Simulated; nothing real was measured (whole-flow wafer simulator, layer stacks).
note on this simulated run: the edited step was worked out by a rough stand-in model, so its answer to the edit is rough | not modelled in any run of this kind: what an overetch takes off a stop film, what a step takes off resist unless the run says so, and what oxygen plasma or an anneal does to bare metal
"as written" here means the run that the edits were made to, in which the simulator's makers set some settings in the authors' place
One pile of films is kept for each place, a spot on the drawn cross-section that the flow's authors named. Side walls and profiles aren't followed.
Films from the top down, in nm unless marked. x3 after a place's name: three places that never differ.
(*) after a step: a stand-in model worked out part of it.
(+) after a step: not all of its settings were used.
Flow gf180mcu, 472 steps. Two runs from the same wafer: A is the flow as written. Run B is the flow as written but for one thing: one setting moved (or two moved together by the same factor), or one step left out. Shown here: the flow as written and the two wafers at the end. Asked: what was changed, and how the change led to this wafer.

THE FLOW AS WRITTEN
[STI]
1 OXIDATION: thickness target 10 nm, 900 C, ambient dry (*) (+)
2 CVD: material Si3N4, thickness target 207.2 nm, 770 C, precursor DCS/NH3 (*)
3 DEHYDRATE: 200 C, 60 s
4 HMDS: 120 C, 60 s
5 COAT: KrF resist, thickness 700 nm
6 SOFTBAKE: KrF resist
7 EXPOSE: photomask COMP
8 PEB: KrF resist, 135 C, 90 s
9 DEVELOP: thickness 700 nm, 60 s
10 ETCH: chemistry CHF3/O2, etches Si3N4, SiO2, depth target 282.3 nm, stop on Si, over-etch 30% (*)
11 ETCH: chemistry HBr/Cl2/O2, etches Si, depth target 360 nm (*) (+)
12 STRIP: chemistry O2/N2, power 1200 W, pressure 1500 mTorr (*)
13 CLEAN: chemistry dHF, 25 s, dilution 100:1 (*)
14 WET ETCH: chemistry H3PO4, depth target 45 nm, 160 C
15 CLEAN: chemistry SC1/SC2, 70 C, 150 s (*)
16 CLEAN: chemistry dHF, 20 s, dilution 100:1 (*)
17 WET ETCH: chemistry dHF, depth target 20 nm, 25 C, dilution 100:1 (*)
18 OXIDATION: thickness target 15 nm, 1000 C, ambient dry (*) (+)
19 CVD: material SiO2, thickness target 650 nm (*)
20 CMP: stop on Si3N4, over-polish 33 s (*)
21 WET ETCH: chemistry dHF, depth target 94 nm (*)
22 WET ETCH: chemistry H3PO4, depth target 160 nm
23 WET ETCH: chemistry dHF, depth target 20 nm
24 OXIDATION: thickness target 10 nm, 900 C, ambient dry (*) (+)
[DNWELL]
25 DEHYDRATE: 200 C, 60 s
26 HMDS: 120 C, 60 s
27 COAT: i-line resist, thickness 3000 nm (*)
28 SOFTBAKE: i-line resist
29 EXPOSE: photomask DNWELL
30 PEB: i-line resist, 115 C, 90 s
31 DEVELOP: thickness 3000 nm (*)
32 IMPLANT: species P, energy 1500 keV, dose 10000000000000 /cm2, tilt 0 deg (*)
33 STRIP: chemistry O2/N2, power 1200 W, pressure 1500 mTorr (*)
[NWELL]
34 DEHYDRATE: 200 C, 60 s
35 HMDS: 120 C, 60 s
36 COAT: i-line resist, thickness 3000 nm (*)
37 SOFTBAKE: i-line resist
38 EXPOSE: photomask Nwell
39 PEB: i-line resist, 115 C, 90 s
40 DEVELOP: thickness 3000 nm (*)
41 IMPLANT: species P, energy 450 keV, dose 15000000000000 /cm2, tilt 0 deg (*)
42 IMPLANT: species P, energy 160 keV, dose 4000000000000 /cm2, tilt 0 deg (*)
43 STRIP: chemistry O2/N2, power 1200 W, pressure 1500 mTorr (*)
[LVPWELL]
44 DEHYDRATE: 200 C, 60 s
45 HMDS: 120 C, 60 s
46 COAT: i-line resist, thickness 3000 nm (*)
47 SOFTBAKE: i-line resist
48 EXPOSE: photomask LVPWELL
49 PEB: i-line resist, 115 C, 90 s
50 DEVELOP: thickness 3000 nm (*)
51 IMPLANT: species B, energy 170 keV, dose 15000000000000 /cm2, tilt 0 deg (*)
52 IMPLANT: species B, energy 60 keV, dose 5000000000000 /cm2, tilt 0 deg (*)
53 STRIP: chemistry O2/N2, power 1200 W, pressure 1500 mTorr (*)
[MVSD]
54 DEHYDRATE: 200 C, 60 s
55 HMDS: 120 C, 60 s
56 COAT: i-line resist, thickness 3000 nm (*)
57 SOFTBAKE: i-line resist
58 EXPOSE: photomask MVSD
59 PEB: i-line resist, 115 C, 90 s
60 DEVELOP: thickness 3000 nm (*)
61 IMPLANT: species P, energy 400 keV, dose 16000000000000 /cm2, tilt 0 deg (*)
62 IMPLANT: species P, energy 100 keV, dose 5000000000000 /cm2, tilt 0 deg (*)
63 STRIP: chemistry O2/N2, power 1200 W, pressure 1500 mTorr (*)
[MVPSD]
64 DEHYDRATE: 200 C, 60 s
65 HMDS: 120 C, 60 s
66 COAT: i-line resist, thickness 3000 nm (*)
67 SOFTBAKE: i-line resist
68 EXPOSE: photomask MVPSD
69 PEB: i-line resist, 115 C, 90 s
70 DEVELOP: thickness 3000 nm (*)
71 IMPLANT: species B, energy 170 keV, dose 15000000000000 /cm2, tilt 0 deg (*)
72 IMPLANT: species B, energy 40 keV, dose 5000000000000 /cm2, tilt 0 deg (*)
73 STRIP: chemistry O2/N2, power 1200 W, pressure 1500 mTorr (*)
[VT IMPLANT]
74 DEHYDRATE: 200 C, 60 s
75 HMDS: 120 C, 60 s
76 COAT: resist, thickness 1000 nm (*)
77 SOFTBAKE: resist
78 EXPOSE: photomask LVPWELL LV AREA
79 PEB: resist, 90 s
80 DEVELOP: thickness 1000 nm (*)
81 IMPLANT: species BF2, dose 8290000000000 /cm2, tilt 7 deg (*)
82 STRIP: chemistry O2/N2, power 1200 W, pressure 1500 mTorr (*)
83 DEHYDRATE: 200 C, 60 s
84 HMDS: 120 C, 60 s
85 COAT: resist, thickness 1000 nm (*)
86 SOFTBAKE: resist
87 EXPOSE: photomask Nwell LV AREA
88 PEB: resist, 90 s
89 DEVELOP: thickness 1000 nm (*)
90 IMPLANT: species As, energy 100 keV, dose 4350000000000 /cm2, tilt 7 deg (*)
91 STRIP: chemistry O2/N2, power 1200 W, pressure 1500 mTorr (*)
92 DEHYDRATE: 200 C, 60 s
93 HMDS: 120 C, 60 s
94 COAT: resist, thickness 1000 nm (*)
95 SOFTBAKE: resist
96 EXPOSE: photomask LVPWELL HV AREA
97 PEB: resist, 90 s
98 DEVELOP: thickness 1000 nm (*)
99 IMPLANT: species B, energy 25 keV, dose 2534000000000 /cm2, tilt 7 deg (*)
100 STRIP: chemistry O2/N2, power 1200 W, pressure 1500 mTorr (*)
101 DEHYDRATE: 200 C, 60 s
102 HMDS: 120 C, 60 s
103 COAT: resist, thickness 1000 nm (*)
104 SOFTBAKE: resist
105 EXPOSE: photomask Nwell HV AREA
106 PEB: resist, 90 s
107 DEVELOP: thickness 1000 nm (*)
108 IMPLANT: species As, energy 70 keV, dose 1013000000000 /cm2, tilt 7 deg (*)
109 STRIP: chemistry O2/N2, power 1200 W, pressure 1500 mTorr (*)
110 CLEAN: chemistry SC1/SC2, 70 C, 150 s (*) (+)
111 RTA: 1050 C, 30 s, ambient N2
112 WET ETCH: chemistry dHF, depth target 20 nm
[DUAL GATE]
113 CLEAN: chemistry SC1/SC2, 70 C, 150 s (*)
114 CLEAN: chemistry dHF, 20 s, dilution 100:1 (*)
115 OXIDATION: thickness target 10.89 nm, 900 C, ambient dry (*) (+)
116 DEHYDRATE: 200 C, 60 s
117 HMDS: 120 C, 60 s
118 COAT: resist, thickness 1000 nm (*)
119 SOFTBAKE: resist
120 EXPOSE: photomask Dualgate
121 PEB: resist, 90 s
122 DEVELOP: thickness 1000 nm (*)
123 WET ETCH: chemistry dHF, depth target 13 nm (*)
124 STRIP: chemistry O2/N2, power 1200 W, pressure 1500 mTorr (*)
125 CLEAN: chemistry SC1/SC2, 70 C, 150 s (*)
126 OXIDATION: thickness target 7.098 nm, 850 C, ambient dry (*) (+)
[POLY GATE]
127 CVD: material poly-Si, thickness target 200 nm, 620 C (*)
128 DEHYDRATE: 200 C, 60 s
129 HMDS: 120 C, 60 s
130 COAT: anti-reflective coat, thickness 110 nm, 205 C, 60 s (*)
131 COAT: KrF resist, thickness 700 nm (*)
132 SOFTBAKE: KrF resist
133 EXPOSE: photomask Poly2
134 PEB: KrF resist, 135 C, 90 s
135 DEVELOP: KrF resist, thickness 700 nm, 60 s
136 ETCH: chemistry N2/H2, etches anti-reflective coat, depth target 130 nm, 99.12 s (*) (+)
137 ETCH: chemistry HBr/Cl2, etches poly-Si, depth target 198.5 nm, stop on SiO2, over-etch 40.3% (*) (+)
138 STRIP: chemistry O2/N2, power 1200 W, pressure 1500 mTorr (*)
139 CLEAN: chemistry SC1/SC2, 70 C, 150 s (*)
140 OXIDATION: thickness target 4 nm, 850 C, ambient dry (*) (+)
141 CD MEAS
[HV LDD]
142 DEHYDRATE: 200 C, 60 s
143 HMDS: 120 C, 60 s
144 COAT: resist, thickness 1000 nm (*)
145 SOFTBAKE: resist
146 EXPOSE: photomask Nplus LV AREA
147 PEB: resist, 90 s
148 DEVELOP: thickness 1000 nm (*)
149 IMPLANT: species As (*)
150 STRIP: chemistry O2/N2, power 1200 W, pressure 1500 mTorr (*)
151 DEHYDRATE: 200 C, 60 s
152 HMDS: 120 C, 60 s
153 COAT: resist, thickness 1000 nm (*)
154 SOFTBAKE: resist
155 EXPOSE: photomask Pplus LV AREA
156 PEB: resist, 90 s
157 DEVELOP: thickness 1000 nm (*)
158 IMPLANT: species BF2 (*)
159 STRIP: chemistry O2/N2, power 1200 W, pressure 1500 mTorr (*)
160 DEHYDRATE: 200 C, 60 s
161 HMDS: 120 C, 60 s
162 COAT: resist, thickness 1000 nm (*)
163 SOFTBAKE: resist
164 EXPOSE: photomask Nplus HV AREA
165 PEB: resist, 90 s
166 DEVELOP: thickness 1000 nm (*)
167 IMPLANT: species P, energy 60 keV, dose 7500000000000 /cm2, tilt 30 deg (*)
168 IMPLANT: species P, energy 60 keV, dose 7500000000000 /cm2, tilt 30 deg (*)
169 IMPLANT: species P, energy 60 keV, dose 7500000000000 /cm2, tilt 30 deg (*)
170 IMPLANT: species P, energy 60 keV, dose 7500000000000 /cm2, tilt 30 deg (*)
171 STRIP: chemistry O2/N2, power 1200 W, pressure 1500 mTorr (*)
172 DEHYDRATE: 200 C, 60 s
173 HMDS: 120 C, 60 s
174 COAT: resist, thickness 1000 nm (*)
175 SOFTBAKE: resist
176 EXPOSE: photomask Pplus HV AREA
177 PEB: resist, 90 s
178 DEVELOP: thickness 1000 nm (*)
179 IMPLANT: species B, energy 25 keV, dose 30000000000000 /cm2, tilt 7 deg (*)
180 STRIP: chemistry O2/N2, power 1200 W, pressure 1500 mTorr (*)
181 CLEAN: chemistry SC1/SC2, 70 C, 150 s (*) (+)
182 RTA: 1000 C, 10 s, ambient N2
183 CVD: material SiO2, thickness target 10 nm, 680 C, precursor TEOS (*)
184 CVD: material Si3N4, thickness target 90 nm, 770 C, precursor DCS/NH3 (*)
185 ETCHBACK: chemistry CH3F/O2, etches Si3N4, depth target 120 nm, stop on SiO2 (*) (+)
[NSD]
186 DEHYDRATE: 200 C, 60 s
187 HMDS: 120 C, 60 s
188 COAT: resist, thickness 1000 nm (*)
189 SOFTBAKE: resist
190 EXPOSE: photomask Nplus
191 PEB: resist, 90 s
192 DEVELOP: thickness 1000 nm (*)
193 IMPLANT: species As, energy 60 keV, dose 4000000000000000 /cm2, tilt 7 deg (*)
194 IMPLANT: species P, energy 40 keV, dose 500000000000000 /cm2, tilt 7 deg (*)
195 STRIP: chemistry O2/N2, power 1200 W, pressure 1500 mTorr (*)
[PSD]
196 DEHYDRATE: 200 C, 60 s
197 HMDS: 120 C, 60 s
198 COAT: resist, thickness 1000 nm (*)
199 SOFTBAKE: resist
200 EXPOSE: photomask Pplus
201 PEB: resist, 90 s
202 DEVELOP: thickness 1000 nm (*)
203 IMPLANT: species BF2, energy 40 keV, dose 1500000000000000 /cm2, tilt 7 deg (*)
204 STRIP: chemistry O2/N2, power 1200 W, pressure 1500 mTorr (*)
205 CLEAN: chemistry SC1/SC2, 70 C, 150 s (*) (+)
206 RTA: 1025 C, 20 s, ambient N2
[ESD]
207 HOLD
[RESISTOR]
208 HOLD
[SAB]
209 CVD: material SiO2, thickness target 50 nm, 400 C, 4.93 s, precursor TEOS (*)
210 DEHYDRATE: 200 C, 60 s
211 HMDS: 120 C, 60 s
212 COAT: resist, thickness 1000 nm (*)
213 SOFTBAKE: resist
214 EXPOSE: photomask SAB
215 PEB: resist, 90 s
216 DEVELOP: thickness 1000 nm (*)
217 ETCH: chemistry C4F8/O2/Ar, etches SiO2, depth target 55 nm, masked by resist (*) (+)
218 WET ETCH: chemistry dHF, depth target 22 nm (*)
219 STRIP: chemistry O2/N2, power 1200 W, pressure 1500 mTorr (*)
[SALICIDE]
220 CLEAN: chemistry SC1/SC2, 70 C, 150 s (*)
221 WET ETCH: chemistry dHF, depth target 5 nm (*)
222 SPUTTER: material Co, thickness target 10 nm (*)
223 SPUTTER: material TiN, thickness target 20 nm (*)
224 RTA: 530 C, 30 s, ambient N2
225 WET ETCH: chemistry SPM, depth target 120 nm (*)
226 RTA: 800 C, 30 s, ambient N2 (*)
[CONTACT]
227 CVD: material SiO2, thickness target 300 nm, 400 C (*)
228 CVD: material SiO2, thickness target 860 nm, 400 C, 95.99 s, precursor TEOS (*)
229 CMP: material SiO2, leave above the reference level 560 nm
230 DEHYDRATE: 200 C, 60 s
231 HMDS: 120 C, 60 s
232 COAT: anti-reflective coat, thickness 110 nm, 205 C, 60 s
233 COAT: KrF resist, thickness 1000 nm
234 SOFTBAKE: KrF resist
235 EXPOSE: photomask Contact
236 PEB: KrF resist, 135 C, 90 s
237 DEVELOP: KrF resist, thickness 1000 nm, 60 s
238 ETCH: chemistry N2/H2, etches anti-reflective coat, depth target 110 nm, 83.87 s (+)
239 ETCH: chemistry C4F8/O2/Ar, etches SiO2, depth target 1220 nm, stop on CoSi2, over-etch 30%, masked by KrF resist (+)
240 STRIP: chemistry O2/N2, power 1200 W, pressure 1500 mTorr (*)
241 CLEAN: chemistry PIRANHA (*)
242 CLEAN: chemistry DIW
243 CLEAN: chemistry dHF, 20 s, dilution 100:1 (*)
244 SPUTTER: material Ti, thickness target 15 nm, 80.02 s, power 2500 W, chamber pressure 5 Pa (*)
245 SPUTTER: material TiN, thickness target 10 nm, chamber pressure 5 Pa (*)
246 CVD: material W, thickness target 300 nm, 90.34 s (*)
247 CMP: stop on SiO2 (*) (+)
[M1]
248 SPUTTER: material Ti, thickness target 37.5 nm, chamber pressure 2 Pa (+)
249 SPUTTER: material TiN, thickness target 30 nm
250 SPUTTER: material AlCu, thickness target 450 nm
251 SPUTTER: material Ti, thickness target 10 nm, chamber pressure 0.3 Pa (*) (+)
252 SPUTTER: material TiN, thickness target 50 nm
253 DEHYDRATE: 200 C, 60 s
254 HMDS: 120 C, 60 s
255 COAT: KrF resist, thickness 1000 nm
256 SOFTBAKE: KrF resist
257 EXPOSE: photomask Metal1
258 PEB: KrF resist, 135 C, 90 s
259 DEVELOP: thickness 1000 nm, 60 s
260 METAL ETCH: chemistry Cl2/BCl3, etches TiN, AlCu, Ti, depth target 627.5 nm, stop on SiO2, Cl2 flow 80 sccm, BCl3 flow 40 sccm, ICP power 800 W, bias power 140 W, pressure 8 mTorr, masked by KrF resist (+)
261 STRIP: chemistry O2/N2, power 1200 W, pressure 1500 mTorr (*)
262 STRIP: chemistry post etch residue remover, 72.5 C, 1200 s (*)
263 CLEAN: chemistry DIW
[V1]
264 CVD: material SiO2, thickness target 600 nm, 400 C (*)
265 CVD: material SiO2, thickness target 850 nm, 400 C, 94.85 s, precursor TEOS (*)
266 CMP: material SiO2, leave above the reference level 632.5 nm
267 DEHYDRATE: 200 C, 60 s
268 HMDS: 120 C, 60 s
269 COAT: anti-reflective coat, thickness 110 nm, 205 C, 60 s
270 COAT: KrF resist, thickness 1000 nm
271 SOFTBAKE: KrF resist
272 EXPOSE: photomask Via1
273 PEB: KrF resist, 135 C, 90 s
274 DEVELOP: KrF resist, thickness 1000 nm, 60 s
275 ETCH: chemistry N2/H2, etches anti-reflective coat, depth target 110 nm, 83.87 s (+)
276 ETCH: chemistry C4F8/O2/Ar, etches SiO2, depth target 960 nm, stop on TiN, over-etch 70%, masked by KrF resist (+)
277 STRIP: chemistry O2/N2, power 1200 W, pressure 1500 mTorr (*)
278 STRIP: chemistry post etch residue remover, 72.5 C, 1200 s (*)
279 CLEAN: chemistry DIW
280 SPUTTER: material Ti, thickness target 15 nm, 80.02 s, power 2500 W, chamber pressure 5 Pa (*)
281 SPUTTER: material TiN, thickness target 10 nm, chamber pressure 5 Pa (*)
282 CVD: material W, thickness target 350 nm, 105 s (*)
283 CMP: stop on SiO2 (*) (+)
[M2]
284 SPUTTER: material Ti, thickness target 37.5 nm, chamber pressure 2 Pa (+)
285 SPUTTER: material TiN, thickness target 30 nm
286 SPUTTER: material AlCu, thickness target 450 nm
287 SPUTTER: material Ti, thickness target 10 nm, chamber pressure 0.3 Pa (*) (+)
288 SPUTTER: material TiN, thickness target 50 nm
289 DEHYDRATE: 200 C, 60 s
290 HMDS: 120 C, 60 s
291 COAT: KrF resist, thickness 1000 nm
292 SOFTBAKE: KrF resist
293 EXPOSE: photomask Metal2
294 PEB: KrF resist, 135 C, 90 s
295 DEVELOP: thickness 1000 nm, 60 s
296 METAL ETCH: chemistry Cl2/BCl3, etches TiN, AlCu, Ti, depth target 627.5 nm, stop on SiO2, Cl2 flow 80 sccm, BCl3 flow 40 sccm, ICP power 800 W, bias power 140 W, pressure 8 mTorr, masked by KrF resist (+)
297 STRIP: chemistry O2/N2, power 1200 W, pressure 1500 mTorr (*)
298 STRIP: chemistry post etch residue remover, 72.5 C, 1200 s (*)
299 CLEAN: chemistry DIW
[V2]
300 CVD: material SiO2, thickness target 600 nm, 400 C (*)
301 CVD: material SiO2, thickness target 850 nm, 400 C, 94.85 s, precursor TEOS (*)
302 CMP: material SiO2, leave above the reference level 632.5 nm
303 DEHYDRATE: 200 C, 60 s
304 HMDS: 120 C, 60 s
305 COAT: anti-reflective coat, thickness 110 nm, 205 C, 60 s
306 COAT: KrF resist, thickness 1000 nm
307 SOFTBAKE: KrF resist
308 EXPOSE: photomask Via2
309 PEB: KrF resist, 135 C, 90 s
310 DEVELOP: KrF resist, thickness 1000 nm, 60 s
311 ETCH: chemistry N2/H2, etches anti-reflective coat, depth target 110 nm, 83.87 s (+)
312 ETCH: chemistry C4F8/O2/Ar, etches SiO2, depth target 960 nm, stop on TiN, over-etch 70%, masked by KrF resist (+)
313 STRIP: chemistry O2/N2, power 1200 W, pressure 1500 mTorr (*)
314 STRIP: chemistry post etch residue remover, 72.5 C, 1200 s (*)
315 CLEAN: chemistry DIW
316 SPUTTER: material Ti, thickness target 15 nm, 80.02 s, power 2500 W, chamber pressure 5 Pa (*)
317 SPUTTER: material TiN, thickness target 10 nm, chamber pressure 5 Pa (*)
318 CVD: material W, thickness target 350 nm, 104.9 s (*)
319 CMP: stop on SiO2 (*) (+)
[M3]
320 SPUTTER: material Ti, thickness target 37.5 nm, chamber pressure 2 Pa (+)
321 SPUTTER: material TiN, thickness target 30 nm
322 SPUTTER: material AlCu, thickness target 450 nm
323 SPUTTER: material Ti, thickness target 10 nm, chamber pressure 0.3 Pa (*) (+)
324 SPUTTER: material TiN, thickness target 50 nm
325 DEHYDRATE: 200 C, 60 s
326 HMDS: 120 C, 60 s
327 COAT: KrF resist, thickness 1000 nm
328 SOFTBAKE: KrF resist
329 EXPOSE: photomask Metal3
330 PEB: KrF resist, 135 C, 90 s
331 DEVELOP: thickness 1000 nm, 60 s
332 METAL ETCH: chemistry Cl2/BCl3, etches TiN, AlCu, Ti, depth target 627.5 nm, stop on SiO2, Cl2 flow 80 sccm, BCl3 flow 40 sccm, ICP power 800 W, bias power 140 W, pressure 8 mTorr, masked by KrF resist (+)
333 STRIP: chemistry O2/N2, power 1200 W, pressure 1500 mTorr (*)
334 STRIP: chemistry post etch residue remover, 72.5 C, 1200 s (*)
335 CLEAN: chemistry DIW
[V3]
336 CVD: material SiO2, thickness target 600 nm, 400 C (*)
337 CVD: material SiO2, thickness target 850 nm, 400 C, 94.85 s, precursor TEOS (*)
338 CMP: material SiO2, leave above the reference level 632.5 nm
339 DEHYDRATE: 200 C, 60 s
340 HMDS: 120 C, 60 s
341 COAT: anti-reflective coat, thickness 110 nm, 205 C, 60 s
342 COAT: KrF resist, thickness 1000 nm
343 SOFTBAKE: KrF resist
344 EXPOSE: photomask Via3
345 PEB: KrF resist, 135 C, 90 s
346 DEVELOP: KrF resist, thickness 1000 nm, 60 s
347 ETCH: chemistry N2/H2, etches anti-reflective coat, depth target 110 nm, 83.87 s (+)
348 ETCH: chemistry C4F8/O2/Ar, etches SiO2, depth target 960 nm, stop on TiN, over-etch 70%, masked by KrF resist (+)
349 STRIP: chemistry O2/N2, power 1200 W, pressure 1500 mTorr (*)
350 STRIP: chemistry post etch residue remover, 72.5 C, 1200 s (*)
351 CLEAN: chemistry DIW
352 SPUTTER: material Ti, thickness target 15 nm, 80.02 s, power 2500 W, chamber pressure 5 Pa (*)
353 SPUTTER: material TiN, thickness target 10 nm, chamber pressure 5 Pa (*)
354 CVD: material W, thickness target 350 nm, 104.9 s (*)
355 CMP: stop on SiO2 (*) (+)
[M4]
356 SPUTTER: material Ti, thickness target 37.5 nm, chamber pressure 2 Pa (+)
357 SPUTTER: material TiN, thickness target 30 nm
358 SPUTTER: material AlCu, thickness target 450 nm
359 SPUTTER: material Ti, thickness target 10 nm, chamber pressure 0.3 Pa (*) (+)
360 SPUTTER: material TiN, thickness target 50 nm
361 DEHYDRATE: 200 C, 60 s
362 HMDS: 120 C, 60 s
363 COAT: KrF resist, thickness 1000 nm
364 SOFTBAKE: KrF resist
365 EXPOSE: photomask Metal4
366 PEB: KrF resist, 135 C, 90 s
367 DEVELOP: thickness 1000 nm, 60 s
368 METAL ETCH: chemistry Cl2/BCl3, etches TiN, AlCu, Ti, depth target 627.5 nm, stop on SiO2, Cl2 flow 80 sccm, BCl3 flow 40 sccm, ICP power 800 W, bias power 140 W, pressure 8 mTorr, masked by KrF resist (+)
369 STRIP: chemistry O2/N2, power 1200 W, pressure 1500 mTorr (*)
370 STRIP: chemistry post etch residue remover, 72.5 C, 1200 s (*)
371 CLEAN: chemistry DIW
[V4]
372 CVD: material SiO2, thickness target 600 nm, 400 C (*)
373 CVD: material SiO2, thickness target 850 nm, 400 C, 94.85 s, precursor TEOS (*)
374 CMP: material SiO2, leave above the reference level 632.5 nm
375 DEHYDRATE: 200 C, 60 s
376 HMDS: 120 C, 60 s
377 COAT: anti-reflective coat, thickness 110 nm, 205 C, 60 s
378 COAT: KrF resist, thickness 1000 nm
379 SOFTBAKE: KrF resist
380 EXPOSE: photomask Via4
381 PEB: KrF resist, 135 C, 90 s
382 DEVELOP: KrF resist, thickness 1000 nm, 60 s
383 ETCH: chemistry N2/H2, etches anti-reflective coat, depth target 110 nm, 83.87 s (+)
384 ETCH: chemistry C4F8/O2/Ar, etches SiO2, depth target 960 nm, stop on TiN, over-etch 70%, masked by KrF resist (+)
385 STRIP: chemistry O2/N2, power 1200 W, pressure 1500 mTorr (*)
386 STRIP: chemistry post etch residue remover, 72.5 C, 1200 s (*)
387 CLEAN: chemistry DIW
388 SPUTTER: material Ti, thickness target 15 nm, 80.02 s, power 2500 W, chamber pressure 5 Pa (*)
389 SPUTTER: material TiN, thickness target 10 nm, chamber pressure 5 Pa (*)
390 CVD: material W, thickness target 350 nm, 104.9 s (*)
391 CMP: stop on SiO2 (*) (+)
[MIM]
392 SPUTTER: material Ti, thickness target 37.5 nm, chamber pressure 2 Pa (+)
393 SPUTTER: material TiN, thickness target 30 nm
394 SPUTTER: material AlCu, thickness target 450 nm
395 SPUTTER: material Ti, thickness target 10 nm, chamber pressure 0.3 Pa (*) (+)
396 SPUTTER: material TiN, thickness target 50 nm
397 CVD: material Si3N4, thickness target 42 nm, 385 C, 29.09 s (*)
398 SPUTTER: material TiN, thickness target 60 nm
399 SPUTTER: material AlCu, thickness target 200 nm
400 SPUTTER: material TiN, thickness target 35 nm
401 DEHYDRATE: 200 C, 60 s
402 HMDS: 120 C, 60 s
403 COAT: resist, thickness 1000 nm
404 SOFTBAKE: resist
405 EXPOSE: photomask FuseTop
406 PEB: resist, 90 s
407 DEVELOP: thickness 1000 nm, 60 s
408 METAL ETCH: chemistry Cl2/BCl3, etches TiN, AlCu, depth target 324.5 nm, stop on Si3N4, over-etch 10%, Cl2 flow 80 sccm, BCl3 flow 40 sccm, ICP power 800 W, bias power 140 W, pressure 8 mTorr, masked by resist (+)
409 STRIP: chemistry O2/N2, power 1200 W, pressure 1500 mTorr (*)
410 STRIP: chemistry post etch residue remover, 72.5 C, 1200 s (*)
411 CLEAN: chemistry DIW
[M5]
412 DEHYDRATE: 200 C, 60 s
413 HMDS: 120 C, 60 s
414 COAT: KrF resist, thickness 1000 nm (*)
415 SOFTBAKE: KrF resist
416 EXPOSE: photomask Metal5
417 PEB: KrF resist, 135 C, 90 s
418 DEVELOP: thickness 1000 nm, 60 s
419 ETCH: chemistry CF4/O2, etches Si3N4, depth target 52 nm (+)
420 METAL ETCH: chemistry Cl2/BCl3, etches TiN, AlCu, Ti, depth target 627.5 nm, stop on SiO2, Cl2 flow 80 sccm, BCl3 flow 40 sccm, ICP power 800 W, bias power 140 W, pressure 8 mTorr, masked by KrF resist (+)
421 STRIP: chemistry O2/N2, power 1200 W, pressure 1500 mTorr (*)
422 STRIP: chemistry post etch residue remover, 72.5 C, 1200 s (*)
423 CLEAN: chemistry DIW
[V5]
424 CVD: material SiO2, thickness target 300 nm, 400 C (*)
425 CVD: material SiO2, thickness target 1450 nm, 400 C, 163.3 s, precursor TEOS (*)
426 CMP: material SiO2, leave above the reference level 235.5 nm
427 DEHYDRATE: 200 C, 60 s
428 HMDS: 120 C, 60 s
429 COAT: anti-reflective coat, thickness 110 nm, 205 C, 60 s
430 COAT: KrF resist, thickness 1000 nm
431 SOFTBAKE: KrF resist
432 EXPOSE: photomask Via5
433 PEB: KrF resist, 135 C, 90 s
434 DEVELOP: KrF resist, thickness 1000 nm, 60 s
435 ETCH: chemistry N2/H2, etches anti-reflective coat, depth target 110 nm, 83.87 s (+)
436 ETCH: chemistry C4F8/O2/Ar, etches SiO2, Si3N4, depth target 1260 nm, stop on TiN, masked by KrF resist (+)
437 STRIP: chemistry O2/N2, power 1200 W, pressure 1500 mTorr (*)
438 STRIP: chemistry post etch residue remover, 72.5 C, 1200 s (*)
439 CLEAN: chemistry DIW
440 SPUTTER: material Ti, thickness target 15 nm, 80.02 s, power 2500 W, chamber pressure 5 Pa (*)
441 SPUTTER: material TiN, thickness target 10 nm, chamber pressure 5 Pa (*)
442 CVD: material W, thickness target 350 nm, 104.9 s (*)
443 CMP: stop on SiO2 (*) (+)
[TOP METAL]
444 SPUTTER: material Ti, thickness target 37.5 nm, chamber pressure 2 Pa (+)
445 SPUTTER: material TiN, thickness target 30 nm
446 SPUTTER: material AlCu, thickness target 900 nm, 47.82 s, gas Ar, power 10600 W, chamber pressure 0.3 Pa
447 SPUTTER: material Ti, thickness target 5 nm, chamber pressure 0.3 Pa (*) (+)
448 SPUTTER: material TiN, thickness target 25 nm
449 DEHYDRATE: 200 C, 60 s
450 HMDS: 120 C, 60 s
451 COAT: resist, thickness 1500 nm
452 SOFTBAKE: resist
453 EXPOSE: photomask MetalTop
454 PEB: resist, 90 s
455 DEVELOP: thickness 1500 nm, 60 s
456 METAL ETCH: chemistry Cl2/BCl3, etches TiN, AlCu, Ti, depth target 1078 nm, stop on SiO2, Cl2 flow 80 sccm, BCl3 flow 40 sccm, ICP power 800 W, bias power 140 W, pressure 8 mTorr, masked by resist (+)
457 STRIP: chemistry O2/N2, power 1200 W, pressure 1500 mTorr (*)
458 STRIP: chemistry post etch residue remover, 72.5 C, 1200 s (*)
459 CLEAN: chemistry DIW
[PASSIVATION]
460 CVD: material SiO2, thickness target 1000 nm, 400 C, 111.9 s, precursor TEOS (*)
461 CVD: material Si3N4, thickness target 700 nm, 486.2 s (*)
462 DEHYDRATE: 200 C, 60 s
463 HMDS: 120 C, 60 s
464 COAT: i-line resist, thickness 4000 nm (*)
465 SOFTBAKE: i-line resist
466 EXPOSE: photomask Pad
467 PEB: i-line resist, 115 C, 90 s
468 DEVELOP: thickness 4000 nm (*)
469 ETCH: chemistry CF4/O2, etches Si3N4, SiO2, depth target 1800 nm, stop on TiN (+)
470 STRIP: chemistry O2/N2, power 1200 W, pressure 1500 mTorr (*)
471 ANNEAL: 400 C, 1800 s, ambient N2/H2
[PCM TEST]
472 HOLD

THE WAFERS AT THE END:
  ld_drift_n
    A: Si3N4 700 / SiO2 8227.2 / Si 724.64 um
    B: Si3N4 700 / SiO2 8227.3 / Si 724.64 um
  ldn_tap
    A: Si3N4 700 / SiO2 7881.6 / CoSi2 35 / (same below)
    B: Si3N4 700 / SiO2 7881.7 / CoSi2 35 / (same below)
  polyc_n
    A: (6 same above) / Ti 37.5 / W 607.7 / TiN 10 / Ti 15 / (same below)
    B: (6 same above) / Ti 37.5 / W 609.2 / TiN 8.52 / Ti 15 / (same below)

The cause: step 245, SPUTTER: thickness target 8.52 nm was run, where the flow has thickness target 10 nm.
It can be read off the wafer: polyc_n has TiN 8.52, and step 245 as written asks for 10 nm.

How the change led to this, step by step:
  245 SPUTTER: material TiN, thickness target 10 nm, chamber pressure 5 Pa (*)
      field, field__w1, field__w2 and 107 more: A TiN +10 (new film) | B TiN +8.52 (new film)
      contact: A TiN +5.48 (new film) | B TiN +4.67 (new film)
  247 CMP: stop on SiO2 (*) (+)
      field, field__w1, field__w2 and 105 more: A W -300 (all of it), TiN -10 (all of it), Ti -15 (all of it), SiO2 -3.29 | B W -300 (all of it), TiN -8.52 (all of it), Ti -15 (all of it), SiO2 -3.28
